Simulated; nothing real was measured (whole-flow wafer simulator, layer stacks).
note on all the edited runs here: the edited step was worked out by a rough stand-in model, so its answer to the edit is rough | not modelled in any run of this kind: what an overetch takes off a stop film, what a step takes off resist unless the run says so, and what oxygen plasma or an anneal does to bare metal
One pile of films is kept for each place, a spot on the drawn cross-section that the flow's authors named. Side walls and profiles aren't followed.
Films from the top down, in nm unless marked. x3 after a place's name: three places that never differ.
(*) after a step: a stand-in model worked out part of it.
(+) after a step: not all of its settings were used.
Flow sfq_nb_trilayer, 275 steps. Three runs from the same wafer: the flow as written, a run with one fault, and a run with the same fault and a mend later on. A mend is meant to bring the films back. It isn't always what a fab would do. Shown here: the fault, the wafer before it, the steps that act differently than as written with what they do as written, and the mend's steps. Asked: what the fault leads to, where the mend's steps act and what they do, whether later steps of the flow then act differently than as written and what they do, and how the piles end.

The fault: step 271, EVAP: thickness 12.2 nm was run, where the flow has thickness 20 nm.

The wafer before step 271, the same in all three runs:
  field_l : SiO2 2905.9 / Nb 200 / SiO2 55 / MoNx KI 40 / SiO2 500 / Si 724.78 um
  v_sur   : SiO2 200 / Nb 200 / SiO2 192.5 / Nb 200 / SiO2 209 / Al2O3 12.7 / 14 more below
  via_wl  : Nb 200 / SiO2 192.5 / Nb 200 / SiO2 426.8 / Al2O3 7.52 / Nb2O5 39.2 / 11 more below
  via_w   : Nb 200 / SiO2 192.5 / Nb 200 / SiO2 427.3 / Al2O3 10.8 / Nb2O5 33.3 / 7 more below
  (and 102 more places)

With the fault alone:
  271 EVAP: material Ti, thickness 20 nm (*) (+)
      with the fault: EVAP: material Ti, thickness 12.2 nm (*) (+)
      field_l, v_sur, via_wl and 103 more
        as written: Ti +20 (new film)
        with the fault: Ti +12.2 (new film)
  Later steps of the flow that act differently than as written:
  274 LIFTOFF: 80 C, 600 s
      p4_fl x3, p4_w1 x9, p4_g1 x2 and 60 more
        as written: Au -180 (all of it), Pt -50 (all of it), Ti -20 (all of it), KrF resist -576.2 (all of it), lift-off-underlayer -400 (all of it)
        with the fault: Au -180 (all of it), Pt -50 (all of it), Ti -12.2 (all of it), KrF resist -576.2 (all of it), lift-off-underlayer -400 (all of it)
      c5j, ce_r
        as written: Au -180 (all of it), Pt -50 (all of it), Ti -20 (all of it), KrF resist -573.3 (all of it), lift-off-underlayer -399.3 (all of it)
        with the fault: Au -180 (all of it), Pt -50 (all of it), Ti -12.2 (all of it), KrF resist -573.3 (all of it), lift-off-underlayer -399.3 (all of it)
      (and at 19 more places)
  At the end the piles differ from the flow's by more than 2% or 0.5 nm, whichever is larger, at field_l, v_sur, via_wl and 8 more.
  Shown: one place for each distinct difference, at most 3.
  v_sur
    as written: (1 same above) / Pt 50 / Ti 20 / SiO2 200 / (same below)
    with the fault: (1 same above) / Pt 50 / Ti 12.2 / SiO2 200 / (same below)
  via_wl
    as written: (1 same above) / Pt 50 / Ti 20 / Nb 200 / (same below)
    with the fault: (1 same above) / Pt 50 / Ti 12.2 / Nb 200 / (same below)
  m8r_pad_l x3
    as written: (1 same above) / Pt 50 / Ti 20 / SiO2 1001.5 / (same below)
    with the fault: (1 same above) / Pt 50 / Ti 12.2 / SiO2 1001.5 / (same below)

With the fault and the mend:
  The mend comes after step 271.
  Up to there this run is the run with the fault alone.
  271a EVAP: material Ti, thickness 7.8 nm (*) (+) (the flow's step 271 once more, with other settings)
      field_l, v_sur, via_wl and 103 more
        Ti +7.8
  No later step of the flow acts differently than as written at any place that is followed.
  At the end the piles are the same as the flow's at every place that both follow.
